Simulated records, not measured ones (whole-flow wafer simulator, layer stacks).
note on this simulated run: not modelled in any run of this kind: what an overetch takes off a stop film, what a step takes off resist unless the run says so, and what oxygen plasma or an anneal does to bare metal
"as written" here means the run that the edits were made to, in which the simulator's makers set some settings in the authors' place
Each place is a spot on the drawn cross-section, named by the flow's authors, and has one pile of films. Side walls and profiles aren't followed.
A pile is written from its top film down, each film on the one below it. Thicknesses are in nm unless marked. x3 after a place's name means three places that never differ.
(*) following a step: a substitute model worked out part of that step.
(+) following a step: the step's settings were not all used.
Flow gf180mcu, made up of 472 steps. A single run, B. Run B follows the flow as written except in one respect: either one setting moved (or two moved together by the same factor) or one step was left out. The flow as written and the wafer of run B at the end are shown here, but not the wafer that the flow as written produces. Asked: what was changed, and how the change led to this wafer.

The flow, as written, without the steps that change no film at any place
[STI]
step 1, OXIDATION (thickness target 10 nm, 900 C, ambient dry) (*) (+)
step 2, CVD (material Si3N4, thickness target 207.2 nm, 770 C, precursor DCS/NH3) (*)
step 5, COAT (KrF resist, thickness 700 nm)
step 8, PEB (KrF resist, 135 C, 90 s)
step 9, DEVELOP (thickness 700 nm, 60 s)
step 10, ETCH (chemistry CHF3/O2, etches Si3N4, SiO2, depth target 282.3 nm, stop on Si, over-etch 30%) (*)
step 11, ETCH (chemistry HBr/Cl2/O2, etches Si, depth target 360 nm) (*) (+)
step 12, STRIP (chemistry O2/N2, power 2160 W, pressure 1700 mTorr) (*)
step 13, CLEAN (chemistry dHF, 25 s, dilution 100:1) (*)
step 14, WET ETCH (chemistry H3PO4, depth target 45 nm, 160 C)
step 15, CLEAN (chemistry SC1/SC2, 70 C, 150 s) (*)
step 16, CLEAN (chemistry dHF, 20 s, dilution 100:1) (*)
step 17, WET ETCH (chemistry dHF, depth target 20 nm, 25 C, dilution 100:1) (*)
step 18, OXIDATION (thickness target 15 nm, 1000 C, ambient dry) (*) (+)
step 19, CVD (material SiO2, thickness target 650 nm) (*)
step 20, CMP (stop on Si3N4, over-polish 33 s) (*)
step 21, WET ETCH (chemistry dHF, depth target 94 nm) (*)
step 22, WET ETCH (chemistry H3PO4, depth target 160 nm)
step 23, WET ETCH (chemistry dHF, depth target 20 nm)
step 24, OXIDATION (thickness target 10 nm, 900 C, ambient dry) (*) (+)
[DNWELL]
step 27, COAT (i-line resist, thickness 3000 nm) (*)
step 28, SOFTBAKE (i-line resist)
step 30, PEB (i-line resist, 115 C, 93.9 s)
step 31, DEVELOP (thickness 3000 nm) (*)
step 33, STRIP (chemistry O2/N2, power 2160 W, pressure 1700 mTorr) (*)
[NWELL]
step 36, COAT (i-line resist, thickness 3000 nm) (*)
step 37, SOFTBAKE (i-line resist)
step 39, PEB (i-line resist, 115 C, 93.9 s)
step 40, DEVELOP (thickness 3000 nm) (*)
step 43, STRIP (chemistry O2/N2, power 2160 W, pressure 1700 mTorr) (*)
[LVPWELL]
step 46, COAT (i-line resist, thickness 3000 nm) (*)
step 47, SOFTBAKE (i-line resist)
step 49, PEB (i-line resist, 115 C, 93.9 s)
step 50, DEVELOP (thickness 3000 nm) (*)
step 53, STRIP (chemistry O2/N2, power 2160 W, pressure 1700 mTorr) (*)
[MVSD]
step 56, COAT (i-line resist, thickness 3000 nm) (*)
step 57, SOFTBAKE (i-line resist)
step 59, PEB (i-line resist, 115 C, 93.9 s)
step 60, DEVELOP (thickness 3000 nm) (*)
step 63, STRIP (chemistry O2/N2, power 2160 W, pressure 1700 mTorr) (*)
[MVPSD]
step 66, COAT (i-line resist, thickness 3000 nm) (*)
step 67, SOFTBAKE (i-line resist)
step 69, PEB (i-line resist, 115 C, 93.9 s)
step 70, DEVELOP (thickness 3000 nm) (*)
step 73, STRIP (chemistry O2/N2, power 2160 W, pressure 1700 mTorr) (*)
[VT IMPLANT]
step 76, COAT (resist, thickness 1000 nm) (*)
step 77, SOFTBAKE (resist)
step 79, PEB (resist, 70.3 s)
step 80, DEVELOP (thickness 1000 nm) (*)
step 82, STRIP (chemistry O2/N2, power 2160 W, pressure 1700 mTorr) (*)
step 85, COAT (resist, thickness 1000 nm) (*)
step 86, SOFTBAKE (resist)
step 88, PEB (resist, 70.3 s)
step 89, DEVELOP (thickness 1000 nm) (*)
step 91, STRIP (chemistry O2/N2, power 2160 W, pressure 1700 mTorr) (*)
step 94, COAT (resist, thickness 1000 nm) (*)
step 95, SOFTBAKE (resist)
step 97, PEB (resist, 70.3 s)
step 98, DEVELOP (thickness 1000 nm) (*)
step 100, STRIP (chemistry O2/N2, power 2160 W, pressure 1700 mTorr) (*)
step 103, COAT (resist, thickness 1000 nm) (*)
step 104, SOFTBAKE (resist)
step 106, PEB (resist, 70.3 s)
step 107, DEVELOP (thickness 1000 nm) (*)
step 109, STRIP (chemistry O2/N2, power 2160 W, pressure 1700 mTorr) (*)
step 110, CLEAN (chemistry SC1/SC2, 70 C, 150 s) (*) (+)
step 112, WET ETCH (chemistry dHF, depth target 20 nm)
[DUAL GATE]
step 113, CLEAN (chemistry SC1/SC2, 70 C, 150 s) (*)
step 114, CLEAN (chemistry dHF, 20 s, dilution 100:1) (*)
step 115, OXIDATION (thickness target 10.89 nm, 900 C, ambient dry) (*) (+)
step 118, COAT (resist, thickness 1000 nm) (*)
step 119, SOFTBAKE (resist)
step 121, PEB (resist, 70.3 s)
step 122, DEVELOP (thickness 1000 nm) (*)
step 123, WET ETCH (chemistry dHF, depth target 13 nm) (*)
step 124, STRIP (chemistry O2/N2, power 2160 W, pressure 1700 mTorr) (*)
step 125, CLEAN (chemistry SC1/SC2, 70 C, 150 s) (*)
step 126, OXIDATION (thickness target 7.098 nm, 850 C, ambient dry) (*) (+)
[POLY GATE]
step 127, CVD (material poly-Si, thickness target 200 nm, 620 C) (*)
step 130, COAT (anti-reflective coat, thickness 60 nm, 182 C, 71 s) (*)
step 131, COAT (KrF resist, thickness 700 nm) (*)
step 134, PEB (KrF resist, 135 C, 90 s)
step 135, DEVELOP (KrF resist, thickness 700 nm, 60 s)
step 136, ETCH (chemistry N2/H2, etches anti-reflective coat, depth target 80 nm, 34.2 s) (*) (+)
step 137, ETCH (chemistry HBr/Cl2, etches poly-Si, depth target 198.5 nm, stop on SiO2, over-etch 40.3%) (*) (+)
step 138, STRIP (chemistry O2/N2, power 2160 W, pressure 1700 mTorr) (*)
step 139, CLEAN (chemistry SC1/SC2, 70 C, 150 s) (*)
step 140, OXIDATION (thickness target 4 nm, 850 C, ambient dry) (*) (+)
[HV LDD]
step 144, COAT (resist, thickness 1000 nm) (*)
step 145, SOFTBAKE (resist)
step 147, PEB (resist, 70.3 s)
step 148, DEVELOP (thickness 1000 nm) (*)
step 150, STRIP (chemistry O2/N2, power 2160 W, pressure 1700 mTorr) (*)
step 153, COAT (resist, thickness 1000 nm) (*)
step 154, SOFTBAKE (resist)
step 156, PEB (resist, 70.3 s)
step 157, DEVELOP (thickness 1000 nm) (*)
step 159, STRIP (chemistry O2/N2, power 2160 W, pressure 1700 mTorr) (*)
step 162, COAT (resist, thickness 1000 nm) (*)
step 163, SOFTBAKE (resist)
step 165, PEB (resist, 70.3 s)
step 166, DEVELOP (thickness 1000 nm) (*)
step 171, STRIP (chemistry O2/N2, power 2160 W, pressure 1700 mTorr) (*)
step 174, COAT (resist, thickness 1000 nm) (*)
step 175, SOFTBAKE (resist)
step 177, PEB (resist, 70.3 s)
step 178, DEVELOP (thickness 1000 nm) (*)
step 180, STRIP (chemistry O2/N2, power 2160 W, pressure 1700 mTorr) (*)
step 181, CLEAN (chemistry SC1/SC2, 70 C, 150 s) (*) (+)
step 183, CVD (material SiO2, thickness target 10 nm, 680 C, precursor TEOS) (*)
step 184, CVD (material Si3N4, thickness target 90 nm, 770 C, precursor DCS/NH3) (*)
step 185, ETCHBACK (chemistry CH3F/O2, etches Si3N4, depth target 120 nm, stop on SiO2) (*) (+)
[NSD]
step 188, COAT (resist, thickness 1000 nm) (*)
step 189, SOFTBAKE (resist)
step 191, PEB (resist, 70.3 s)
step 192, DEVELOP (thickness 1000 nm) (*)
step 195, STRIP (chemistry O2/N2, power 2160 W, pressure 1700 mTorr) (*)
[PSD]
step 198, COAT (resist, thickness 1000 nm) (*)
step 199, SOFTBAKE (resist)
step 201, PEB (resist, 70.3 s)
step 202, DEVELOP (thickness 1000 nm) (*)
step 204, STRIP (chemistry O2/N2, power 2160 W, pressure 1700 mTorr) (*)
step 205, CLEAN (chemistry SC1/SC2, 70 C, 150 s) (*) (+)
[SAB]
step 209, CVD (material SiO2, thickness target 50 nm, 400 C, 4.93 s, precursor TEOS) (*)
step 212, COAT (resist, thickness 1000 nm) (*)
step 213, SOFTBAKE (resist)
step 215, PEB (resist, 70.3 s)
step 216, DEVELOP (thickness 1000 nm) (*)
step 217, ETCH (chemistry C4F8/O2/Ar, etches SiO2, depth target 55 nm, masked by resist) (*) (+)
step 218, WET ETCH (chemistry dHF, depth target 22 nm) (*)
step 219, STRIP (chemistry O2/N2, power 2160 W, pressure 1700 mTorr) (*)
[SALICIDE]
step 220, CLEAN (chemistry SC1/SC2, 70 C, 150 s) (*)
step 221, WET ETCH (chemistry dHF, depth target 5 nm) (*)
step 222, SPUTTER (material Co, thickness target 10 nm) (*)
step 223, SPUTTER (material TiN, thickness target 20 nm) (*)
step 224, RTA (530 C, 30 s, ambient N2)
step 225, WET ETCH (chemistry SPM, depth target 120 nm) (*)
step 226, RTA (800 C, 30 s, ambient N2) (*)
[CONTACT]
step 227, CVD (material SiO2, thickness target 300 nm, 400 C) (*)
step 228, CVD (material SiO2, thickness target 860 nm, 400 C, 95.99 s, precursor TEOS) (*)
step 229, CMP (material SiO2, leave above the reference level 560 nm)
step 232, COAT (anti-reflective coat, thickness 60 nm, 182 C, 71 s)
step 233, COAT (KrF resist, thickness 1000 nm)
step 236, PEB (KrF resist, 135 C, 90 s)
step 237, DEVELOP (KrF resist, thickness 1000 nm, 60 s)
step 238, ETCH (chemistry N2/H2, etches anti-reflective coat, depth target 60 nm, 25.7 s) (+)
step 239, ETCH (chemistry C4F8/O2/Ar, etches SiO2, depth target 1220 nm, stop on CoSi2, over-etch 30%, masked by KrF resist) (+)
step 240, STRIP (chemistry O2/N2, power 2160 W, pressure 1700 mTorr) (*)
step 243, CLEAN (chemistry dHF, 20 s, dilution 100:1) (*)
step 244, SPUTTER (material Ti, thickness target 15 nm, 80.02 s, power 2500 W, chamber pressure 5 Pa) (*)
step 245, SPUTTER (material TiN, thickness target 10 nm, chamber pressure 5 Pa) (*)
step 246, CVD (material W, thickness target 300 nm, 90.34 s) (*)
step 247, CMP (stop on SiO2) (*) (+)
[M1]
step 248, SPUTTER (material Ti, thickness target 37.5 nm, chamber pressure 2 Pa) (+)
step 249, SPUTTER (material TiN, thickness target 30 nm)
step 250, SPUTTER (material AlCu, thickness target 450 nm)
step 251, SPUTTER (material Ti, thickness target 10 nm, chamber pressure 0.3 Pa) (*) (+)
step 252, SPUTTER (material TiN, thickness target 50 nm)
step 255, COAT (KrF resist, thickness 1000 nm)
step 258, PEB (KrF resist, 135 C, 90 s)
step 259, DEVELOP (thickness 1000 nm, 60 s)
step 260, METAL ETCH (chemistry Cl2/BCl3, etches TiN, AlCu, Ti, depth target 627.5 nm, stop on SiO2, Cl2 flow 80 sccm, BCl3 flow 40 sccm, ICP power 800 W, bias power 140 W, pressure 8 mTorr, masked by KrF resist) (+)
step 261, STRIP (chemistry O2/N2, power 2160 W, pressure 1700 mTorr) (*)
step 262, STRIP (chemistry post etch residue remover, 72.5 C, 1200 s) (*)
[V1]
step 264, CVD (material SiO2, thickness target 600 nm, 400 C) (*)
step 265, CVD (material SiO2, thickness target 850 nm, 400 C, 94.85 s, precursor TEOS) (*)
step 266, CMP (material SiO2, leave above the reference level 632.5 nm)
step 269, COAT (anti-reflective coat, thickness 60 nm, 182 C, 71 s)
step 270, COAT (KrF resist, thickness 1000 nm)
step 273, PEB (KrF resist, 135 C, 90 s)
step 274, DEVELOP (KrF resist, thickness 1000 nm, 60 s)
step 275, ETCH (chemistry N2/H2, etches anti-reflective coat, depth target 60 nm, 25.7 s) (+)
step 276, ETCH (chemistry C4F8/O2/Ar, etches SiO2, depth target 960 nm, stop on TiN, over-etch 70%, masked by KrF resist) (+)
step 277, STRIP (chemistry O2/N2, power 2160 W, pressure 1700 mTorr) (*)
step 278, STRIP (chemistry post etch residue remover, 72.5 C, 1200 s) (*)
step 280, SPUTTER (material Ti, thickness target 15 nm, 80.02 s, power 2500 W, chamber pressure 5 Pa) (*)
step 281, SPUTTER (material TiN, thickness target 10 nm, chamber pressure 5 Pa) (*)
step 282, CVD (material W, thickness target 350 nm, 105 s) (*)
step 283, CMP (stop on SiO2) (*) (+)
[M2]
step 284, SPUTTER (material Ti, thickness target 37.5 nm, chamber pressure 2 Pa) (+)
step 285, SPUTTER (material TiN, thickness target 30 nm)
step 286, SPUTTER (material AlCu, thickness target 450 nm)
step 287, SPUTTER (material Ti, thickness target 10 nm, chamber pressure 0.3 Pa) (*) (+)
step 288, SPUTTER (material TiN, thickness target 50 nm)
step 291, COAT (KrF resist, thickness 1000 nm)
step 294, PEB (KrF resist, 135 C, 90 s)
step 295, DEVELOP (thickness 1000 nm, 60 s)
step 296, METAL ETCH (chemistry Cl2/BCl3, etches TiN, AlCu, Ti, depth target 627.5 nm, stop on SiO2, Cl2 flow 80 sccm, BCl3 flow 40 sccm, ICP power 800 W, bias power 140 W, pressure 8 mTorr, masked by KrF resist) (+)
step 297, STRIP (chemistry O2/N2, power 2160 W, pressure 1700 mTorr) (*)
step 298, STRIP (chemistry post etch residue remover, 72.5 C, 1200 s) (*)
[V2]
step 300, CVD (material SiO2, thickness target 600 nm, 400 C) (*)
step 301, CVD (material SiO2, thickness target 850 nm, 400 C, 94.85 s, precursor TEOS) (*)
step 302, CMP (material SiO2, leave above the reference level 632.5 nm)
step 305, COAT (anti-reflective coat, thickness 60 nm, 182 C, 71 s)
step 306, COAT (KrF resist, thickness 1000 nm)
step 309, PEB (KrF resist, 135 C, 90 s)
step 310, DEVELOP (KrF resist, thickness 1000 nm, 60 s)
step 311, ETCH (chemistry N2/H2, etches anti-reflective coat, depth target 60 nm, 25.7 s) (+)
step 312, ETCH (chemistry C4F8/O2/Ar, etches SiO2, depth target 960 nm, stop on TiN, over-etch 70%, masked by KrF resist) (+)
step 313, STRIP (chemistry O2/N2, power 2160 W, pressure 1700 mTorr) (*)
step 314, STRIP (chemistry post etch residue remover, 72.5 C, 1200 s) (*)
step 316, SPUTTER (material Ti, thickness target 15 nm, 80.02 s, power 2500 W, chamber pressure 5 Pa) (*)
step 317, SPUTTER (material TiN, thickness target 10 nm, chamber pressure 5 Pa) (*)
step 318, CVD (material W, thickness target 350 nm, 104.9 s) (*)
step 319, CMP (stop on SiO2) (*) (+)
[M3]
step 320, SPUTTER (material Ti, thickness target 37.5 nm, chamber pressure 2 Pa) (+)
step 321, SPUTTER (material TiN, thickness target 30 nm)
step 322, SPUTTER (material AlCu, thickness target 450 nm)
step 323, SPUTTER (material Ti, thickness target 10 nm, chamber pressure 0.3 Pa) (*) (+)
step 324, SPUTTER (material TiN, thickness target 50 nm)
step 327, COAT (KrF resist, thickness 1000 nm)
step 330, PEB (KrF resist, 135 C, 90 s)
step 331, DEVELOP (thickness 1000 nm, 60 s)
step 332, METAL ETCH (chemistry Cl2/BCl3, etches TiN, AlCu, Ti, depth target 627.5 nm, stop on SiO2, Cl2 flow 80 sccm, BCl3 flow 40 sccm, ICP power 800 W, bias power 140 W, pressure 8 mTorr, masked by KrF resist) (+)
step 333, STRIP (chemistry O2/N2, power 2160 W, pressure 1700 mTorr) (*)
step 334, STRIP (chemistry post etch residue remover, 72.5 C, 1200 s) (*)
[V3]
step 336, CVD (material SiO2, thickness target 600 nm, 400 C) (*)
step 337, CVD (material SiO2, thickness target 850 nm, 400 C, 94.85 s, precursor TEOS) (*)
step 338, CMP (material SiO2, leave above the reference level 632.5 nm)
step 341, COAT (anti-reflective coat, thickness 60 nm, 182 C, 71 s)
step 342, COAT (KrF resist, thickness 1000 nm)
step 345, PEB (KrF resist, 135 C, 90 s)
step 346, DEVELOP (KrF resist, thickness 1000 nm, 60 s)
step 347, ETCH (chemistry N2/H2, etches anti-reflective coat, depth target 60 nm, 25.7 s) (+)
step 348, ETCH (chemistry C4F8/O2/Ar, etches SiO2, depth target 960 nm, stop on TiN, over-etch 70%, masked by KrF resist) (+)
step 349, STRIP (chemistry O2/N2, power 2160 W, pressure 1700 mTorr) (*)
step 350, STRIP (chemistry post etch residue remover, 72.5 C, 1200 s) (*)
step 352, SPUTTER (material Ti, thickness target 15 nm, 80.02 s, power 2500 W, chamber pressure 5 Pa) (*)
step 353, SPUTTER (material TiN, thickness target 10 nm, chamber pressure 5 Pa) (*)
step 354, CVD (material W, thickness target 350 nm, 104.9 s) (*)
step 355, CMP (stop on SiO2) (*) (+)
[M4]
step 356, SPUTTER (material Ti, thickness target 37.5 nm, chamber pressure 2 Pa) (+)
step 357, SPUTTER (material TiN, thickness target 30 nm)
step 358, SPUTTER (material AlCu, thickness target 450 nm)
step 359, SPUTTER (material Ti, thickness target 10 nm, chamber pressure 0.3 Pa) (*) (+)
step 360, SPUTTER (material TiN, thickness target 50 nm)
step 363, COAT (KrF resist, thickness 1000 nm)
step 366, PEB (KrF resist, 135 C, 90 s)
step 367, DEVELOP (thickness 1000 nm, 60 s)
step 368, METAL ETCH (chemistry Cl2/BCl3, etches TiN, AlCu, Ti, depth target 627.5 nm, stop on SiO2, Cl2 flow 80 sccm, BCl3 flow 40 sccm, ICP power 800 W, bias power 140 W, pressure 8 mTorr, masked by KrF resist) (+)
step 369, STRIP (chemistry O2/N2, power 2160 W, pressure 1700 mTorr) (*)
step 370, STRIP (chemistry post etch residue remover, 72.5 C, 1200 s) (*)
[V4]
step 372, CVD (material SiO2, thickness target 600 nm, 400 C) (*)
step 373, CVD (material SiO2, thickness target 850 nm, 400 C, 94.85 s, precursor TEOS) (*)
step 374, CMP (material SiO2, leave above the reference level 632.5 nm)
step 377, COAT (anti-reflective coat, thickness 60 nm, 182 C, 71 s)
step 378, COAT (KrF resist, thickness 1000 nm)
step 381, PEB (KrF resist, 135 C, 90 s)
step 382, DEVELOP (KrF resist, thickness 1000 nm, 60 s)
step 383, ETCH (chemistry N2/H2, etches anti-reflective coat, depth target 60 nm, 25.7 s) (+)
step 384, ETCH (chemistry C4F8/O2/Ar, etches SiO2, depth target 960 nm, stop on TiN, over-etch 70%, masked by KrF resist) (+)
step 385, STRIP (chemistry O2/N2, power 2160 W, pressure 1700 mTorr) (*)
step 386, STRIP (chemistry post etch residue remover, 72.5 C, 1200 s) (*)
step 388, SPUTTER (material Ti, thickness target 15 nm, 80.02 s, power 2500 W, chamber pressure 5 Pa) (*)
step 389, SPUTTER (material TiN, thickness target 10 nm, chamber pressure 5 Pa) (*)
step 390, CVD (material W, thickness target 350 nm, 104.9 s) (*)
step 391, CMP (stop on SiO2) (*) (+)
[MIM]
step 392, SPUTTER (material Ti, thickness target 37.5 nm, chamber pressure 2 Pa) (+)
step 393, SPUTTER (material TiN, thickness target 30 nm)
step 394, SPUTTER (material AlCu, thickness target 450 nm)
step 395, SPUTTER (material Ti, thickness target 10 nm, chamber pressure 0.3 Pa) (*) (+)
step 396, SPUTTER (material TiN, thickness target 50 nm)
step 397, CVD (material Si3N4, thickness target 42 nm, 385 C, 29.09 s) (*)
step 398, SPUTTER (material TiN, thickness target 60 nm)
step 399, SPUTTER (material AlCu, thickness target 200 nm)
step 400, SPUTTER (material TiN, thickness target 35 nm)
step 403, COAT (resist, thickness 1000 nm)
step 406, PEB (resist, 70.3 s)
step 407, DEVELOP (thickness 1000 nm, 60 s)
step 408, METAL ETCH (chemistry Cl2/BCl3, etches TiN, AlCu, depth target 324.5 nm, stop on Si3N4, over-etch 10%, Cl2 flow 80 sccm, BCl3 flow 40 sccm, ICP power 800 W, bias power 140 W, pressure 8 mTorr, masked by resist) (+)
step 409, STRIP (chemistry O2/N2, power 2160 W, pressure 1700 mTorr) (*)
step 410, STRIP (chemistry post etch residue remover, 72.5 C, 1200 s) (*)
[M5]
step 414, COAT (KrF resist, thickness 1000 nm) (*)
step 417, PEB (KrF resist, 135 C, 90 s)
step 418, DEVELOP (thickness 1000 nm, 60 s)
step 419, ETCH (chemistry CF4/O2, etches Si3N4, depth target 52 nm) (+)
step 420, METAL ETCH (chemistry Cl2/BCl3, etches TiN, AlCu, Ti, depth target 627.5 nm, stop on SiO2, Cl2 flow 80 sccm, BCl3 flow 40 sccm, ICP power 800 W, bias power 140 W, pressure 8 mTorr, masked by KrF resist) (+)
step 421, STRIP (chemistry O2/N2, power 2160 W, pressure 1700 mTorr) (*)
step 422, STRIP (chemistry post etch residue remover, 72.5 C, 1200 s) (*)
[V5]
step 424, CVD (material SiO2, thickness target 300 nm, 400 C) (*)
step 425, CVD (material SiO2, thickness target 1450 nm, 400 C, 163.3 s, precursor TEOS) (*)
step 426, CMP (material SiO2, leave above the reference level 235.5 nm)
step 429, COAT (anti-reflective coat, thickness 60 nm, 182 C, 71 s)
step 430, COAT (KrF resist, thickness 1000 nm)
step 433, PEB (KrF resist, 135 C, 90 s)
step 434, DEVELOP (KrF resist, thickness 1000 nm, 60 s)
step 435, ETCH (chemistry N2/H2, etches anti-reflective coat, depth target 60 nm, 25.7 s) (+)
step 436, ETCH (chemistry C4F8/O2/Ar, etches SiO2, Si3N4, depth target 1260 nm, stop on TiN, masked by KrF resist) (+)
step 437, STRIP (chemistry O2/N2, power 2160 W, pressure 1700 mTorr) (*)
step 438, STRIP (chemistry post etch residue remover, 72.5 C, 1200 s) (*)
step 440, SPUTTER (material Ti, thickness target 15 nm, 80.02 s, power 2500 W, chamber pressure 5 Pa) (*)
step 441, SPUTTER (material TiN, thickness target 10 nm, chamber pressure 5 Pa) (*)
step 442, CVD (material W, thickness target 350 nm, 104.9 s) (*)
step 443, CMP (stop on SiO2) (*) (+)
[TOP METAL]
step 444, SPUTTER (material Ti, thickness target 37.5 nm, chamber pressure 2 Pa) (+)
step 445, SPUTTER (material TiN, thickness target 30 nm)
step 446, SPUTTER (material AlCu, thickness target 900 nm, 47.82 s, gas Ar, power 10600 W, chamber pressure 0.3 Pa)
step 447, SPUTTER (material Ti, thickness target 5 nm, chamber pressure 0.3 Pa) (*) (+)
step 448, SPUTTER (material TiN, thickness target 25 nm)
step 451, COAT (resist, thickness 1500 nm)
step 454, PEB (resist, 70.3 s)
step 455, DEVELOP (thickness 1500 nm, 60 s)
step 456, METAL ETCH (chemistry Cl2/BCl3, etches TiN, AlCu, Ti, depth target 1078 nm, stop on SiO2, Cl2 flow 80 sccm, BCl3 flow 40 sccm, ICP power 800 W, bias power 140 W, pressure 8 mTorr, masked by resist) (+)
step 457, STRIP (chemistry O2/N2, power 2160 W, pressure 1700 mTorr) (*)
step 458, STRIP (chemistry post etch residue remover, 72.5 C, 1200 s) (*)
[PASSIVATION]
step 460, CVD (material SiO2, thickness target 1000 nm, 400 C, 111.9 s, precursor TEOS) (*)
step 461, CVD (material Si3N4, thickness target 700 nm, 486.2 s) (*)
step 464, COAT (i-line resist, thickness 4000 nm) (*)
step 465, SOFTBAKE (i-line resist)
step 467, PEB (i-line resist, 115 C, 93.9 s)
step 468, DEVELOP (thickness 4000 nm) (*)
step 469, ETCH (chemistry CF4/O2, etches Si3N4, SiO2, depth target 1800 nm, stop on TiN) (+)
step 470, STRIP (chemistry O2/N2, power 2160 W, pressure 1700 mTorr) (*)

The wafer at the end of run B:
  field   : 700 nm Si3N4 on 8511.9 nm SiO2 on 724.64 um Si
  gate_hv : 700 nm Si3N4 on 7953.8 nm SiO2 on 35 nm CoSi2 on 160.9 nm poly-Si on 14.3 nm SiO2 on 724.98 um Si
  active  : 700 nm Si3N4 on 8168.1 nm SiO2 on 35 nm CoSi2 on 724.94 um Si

Cause: step 374, CMP: leave above the reference level 917.1 nm was run, whereas the flow has leave above the reference level 632.5 nm.

The path from the change to this, step by step:
  step 374, CMP (material SiO2, leave above the reference level 632.5 nm)
      field, field__w1, field__w2 and 103 more: SiO2 loses 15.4 (as written it would have been: SiO2 loses 300)
      field__w8, contact, m1, m1__w1, m1_nw: SiO2 loses 592.5 (as written it would have been: SiO2 loses 877.1)
  step 384, ETCH (chemistry C4F8/O2/Ar, etches SiO2, depth target 960 nm, stop on TiN, over-etch 70%, masked by KrF resist) (+)
      contact: SiO2 loses 857.1 (all of it) (as written it would have been: SiO2 loses 572.5 (all of it))
  step 388, SPUTTER (material Ti, thickness target 15 nm, 80.02 s, power 2500 W, chamber pressure 5 Pa) (*)
      contact: Ti gains 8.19 (new film) (as written it would have been: Ti gains 9.65 (new film))
  step 389, SPUTTER (material TiN, thickness target 10 nm, chamber pressure 5 Pa) (*)
      contact: TiN gains 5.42 (new film) (as written it would have been: TiN gains 6.4 (new film))
  step 390, CVD (material W, thickness target 350 nm, 104.9 s) (*)
      contact: W gains 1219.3 (new film) (as written it would have been: W gains 932.3 (new film))
